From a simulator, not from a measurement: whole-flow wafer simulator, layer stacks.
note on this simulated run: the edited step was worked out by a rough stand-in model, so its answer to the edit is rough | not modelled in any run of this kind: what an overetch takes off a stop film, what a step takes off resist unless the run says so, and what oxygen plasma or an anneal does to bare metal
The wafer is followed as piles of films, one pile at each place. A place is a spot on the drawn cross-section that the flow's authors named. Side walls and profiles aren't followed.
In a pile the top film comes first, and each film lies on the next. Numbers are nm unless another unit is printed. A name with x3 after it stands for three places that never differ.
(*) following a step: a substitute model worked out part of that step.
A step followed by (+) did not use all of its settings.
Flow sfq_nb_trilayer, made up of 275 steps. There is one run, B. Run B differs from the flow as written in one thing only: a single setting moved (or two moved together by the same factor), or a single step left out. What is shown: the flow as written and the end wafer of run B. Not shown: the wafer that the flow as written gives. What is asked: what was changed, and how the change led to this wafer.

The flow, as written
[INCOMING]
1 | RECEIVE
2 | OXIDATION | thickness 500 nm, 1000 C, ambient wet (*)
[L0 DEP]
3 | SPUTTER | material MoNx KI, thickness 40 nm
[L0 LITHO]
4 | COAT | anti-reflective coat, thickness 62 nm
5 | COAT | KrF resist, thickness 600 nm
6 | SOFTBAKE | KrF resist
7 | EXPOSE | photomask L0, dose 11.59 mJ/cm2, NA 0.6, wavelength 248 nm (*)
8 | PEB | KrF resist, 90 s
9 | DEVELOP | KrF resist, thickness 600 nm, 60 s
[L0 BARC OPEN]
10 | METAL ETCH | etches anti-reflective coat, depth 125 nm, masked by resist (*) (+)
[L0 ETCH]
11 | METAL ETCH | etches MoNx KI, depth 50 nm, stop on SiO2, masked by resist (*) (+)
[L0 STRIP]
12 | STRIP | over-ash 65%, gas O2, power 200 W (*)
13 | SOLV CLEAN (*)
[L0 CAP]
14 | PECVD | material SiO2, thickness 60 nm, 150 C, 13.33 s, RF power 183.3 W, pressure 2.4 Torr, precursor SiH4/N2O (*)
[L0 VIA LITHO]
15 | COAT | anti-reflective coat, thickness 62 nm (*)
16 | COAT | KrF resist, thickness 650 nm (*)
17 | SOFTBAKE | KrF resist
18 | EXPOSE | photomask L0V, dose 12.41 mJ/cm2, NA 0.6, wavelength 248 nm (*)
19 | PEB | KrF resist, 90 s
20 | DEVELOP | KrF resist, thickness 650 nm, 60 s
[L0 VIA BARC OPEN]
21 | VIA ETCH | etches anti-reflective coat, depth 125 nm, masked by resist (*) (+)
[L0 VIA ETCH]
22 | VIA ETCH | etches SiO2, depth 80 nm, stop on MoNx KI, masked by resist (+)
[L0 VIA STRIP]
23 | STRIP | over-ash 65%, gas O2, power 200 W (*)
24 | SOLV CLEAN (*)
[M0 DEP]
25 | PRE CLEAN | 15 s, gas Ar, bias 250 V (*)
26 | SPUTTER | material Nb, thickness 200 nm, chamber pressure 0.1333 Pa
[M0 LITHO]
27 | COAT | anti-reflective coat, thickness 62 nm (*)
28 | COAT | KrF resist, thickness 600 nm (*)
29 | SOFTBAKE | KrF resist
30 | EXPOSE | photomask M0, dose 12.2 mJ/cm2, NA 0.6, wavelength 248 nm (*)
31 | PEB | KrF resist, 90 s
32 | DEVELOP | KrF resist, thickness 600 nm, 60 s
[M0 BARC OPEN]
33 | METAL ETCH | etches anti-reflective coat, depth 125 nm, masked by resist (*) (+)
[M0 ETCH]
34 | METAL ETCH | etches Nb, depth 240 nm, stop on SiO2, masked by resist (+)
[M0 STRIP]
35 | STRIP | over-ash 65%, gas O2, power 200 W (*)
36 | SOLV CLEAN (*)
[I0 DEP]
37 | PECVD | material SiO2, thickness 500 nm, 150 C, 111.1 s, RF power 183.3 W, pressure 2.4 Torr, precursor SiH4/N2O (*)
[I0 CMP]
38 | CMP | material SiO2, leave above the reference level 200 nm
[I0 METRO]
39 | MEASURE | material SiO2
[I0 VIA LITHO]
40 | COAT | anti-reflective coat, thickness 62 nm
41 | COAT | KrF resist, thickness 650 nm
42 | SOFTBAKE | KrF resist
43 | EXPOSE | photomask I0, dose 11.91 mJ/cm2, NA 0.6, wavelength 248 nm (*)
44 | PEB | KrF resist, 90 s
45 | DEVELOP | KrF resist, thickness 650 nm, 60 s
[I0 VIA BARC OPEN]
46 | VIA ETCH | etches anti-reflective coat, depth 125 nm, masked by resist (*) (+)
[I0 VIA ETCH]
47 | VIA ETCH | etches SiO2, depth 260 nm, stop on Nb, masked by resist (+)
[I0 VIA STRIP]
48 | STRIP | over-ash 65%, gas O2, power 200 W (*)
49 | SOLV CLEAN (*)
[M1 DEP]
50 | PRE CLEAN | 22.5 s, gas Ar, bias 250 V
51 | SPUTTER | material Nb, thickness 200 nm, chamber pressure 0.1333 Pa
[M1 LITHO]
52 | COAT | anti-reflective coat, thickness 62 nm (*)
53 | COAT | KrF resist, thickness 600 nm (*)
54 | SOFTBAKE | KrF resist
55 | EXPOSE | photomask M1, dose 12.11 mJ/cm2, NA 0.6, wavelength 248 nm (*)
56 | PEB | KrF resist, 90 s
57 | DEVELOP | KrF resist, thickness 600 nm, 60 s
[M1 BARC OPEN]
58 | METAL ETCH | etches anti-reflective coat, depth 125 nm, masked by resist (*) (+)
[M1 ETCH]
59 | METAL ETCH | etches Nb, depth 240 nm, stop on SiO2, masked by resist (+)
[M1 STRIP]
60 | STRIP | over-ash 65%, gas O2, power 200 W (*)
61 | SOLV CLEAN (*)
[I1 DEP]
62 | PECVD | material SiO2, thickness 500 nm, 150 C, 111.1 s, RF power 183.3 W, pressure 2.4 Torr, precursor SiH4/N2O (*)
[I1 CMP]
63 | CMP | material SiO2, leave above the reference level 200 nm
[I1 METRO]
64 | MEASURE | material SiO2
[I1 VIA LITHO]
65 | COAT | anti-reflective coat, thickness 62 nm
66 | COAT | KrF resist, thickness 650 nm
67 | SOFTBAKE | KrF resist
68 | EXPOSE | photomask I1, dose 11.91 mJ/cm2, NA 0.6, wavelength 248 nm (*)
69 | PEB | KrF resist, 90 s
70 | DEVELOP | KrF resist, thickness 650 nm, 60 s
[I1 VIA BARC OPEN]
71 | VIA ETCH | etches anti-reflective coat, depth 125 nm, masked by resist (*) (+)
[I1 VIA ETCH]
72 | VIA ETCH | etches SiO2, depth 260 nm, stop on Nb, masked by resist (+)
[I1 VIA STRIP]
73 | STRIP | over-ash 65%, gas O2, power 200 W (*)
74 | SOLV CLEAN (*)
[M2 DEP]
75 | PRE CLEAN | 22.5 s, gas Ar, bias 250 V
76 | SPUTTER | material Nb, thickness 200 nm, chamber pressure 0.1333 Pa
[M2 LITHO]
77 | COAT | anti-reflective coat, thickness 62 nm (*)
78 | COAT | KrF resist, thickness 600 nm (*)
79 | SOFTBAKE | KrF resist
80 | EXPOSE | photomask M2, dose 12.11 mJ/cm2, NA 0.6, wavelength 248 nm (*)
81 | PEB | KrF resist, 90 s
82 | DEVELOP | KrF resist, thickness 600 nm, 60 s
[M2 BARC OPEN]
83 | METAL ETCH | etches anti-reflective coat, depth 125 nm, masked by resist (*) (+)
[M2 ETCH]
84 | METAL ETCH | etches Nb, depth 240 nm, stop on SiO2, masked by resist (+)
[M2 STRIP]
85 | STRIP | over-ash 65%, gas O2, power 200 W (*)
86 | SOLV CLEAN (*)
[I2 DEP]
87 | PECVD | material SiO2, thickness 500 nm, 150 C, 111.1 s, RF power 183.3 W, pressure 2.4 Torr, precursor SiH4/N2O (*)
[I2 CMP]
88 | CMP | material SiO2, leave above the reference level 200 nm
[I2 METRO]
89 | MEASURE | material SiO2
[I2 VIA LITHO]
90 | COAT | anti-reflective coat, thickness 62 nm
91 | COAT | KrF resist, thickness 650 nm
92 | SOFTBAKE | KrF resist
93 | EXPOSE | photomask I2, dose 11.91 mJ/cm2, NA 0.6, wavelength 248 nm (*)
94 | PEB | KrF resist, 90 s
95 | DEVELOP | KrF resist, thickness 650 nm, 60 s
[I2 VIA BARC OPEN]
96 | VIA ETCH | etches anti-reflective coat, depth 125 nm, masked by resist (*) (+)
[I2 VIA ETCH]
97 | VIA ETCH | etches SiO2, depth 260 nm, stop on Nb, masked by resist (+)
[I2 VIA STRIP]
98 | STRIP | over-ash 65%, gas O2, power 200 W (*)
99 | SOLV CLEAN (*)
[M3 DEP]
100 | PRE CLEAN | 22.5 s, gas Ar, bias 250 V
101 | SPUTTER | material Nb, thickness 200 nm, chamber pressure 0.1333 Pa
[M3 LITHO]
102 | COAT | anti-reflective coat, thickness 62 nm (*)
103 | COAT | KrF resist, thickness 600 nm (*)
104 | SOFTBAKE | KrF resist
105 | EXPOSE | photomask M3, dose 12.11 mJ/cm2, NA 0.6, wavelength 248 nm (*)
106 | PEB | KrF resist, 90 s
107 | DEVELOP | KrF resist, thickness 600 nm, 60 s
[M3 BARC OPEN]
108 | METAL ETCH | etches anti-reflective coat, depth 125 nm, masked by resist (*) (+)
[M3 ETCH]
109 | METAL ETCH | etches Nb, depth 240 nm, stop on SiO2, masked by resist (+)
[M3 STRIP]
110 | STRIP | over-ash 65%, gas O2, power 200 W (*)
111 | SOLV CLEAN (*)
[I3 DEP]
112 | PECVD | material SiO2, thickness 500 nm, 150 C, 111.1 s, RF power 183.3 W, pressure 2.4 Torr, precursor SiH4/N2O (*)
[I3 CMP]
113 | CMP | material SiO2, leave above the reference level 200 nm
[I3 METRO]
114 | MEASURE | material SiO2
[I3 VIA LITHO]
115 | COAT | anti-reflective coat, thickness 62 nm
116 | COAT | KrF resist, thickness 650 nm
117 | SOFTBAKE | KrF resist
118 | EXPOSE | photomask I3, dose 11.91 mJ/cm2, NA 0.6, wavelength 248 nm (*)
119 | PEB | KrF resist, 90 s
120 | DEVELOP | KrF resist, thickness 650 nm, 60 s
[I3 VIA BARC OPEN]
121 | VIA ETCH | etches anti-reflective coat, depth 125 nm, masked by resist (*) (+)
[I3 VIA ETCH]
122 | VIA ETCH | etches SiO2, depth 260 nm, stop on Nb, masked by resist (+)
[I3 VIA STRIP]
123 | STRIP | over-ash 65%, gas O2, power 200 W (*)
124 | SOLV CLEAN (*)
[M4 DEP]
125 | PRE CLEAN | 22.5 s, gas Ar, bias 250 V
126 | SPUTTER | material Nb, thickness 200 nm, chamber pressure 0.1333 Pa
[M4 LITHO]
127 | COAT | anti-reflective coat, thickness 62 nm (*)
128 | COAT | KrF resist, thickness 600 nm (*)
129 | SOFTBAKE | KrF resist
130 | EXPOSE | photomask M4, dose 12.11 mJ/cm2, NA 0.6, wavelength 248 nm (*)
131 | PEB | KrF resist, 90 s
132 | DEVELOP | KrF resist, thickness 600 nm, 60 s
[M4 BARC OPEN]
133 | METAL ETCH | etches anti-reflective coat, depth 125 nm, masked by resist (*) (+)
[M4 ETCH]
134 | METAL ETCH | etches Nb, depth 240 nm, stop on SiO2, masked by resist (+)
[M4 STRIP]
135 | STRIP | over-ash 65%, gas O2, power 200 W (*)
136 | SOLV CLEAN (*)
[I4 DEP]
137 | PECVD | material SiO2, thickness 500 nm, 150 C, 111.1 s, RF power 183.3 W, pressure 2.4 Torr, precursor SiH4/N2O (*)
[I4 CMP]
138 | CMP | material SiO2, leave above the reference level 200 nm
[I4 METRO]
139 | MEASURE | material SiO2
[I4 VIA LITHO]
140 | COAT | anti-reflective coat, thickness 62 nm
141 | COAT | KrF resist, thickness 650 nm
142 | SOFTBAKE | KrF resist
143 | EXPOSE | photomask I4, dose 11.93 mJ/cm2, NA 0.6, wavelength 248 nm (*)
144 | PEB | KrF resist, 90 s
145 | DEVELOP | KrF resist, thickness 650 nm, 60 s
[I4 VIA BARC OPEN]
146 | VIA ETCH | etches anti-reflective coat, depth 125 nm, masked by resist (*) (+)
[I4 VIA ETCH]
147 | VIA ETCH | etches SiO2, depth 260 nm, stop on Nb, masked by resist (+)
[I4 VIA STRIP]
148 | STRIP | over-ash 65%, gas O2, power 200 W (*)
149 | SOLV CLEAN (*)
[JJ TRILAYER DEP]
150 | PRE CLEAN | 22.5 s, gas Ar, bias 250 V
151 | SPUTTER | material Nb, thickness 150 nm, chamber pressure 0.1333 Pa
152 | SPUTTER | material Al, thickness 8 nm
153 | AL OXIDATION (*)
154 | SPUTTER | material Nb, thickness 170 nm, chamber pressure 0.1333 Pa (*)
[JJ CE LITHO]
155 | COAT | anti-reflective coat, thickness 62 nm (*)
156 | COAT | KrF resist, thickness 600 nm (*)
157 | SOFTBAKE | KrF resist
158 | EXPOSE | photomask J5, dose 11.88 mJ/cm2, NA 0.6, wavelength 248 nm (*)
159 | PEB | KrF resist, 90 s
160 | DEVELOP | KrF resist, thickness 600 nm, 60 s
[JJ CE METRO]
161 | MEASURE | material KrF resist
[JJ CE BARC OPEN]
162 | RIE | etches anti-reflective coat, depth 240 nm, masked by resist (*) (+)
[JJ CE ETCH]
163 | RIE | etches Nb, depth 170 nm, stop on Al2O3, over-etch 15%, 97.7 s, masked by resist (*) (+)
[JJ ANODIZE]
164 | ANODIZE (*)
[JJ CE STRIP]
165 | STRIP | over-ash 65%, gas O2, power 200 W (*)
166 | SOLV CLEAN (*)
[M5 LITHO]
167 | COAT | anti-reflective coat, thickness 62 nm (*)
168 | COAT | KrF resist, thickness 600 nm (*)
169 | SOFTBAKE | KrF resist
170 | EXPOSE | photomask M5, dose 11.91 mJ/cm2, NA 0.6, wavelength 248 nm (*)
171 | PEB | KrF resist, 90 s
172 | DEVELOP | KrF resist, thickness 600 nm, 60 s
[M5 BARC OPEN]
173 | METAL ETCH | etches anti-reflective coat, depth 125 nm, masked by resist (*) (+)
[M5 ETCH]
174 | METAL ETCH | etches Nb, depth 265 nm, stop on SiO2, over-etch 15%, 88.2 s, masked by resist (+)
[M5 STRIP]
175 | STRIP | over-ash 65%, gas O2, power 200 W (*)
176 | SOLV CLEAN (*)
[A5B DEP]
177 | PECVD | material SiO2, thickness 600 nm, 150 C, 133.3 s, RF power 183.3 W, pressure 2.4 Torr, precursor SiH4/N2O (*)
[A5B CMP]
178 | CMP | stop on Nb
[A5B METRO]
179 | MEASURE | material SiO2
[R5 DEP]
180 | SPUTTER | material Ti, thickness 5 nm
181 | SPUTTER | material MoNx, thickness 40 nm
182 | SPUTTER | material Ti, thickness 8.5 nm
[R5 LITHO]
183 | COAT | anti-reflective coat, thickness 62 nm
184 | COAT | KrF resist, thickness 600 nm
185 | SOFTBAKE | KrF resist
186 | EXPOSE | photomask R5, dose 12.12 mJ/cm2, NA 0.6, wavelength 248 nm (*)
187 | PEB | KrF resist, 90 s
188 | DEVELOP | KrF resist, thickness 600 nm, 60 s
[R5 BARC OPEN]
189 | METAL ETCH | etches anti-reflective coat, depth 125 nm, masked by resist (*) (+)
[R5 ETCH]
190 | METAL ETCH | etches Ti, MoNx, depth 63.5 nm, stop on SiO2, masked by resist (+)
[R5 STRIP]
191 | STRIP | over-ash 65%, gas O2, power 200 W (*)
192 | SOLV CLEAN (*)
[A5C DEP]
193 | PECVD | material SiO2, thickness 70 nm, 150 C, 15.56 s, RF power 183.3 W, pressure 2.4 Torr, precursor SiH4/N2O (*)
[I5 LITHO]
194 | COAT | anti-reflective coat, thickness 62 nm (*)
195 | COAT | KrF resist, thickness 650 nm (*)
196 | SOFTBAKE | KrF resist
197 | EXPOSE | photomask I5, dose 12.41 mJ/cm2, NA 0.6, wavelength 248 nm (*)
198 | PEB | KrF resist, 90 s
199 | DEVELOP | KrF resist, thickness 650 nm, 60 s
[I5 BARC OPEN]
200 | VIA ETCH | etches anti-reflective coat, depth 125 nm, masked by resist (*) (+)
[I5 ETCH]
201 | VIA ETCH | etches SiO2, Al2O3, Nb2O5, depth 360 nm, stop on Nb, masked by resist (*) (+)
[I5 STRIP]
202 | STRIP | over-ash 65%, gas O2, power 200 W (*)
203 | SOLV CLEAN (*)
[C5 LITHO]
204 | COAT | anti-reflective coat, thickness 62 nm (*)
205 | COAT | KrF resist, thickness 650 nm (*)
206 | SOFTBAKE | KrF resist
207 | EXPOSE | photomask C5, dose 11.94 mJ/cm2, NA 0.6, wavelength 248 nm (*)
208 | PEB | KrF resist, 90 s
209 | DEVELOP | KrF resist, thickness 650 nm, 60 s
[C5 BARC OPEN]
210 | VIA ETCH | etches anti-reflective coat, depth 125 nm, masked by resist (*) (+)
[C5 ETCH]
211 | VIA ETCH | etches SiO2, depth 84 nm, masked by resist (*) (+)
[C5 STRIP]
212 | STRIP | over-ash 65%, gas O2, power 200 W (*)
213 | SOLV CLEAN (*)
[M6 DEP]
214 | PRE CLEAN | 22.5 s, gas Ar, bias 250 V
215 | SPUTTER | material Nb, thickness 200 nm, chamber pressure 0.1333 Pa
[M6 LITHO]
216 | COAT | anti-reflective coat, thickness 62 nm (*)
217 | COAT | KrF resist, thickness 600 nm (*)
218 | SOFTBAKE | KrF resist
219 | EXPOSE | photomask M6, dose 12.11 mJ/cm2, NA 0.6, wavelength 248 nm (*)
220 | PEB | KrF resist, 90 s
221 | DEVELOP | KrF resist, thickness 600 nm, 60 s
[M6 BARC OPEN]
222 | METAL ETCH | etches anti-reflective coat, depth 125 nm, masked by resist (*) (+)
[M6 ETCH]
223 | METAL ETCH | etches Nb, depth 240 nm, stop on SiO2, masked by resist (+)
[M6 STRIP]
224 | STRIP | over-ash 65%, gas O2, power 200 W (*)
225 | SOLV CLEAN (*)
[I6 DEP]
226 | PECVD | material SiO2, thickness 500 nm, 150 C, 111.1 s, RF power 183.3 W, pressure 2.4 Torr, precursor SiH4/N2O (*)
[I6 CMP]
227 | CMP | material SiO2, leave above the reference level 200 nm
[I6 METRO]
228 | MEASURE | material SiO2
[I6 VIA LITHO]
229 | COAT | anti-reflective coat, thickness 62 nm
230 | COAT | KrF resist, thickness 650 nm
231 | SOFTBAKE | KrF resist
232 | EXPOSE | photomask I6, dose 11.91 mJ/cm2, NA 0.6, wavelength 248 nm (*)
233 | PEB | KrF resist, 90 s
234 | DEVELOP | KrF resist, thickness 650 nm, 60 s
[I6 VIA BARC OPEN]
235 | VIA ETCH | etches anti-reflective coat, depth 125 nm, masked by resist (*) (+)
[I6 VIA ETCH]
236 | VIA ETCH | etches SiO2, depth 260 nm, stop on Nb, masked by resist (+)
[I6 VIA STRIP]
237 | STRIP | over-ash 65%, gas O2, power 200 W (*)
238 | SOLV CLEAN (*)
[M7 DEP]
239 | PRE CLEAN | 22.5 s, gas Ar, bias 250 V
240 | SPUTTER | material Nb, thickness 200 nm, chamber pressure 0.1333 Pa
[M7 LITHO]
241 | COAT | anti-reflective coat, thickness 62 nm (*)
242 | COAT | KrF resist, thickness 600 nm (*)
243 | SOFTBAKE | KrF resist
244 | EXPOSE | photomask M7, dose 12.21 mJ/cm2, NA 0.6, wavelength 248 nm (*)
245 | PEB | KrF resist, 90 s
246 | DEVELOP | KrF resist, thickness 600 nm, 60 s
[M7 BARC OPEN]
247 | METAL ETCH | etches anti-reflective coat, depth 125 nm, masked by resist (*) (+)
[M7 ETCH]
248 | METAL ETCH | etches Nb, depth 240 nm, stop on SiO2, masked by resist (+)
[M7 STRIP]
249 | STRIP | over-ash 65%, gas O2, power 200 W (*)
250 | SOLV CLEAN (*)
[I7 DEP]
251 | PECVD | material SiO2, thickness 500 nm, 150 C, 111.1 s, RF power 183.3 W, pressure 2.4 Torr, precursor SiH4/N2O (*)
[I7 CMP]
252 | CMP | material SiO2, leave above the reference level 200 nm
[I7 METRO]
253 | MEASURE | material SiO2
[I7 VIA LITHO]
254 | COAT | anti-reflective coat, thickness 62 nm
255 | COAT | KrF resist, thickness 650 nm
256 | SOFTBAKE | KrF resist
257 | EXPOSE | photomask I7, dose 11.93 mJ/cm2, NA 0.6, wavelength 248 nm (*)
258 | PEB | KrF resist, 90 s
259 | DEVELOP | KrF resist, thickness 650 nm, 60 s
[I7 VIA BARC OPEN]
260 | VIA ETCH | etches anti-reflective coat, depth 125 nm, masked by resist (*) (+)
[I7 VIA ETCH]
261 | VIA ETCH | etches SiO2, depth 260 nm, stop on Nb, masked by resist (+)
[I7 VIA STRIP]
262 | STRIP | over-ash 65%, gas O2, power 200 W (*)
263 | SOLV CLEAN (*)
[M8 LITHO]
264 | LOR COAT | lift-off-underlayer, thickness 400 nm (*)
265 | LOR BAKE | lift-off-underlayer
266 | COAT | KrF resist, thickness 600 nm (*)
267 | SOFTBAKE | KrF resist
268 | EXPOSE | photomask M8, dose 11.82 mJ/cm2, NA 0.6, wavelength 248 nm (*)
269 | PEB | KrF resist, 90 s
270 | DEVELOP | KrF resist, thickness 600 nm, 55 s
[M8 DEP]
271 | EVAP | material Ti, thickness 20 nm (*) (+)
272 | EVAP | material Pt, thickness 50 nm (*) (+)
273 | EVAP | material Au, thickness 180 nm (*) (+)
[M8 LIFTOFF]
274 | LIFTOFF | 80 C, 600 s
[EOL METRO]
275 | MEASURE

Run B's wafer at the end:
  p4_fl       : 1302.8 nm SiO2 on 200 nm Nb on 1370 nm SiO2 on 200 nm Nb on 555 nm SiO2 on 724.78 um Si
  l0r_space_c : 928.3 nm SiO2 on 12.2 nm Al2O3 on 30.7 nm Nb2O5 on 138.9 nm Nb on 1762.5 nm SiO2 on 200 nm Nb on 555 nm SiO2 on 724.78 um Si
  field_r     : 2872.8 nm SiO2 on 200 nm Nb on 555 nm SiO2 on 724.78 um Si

The reason: step 154, SPUTTER: thickness 96.9 nm was run, whereas the flow has thickness 170 nm.

The path from the change to this, step by step:
  154 | SPUTTER | material Nb, thickness 170 nm, chamber pressure 0.1333 Pa (*)
      field_l, v_sur, via_sp and 100 more: +96.9 Nb (new film) (it would be, as written: +170 Nb (new film))
      via_wl, via_wr: +80 Nb (new film) (it would be, as written: +140.7 Nb (new film))
      (as well as at 1 more place)
  155 | COAT | anti-reflective coat, thickness 62 nm (*)
      via_wl, via_wr: +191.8 anti-reflective coat (new film) (it would be, as written: +209.4 anti-reflective coat (new film))
      via_w: +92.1 anti-reflective coat (new film) (it would be, as written: +97.4 anti-reflective coat (new film))
  162 | RIE | etches anti-reflective coat, depth 240 nm, masked by resist (*) (+)
      ce_l, c5j, ce_r, wl_jj: -191.8 KrF resist (it would be, as written: -209.4 KrF resist)
      via_wl, via_wr: -191.8 anti-reflective coat (all of it) (it would be, as written: -209.4 anti-reflective coat (all of it))
      (as well as at 1 more place)
  163 | RIE | etches Nb, depth 170 nm, stop on Al2O3, over-etch 15%, 97.7 s, masked by resist (*) (+)
      field_l, v_sur, via_sp and 96 more: -96.9 Nb (all of it), -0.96 Al2O3 (all of it) (it would be, as written: -170 Nb (all of it), -0.51 Al2O3)
      via_wl, via_wr: -80 Nb (all of it), -0.96 Al2O3 (all of it) (it would be, as written: -140.7 Nb (all of it), -0.96 Al2O3 (all of it))
      (as well as at 1 more place)
  164 | ANODIZE (*)
      field_l, v_sur, via_sp and 96 more: +12.2 Al2O3 (new film), +30.7 Nb2O5 (new film), -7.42 Al (all of it), -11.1 Nb (it would be, as written: +12.2 Al2O3, +29.9 Nb2O5 (new film), -7.42 Al (all of it), -10.8 Nb)
  165 | STRIP | over-ash 65%, gas O2, power 200 W (*)
      ce_l: -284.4 KrF resist (all of it), -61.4 anti-reflective coat (all of it) (it would be, as written: -266.8 KrF resist (all of it), -61.4 anti-reflective coat (all of it))
      c5j: -284.5 KrF resist (all of it), -61.5 anti-reflective coat (all of it) (it would be, as written: -266.9 KrF resist (all of it), -61.5 anti-reflective coat (all of it))
      (as well as at 2 more places)
  167 | COAT | anti-reflective coat, thickness 62 nm (*)
      wl_j_sl, wl_j_sr: +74 anti-reflective coat (new film) (it would be, as written: +83.3 anti-reflective coat (new film))
      gap: +61 anti-reflective coat (new film) (it would be, as written: +58.9 anti-reflective coat (new film))
      (as well as at 8 more places)
  168 | COAT | KrF resist, thickness 600 nm (*)
      ce_l: +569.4 KrF resist (new film) (it would be, as written: +528.3 KrF resist (new film))
      c5j: +554.5 KrF resist (new film) (it would be, as written: +507.6 KrF resist (new film))
      (as well as at 2 more places)
  173 | METAL ETCH | etches anti-reflective coat, depth 125 nm, masked by resist (*) (+)
      wl_a_sl: -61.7 anti-reflective coat (all of it) (it would be, as written: -59.7 anti-reflective coat (all of it), -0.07 Al2O3)
  174 | METAL ETCH | etches Nb, depth 265 nm, stop on SiO2, over-etch 15%, 88.2 s, masked by resist (+)
      field_l, r_sur, res and 50 more: -12.2 Al2O3 (all of it), -30.7 Nb2O5 (all of it), -138.9 Nb (all of it), -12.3 SiO2 (it would be, as written: -12.6 Al2O3 (all of it), -29.9 Nb2O5 (all of it), -139.2 Nb (all of it), -12.3 SiO2)
  175 | STRIP | over-ash 65%, gas O2, power 200 W (*)
      wl_j_sl, wl_j_sr: -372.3 KrF resist (all of it), -74 anti-reflective coat (all of it) (it would be, as written: -378 KrF resist (all of it), -83.3 anti-reflective coat (all of it))
      gap: -375.1 KrF resist (all of it), -61 anti-reflective coat (all of it) (it would be, as written: -383.4 KrF resist (all of it), -58.9 anti-reflective coat (all of it))
      (as well as at 7 more places)
  178 | CMP | stop on Nb
      v_sur, via_sp, via_v and 43 more: -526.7 SiO2 (it would be, as written: -453.5 SiO2)
      field_l, p4_fl, p4_fm and 39 more: -332.4 SiO2 (it would be, as written: -259.3 SiO2)
      (as well as at 14 more places)
  201 | VIA ETCH | etches SiO2, Al2O3, Nb2O5, depth 360 nm, stop on Nb, masked by resist (*) (+)
      be: -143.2 SiO2 (all of it), -12.2 Al2O3 (all of it), -30.7 Nb2O5 (all of it) (it would be, as written: -216.4 SiO2 (all of it), -12.7 Al2O3 (all of it), -29.9 Nb2O5 (all of it))
  204 | COAT | anti-reflective coat, thickness 62 nm (*)
      wire: +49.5 anti-reflective coat (new film) (it would be, as written: +47.4 anti-reflective coat (new film))
      be: +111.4 anti-reflective coat (new film) (it would be, as written: +122.2 anti-reflective coat (new film))
      (as well as at 1 more place)
  205 | COAT | KrF resist, thickness 650 nm (*)
      be: +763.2 KrF resist (new film) (it would be, as written: +815.3 KrF resist (new film))
  212 | STRIP | over-ash 65%, gas O2, power 200 W (*)
      wire: -559.9 KrF resist (all of it), -49.5 anti-reflective coat (all of it) (it would be, as written: -555.8 KrF resist (all of it), -47.4 anti-reflective coat (all of it))
      be: -676.1 KrF resist (all of it), -111.4 anti-reflective coat (all of it) (it would be, as written: -728.2 KrF resist (all of it), -122.2 anti-reflective coat (all of it))
      (as well as at 1 more place)
  ... 4 other steps ...
  226 | PECVD | material SiO2, thickness 500 nm, 150 C, 111.1 s, RF power 183.3 W, pressure 2.4 Torr, precursor SiH4/N2O (*)
      be: +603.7 SiO2 (new film) (it would be, as written: +693.5 SiO2 (new film))
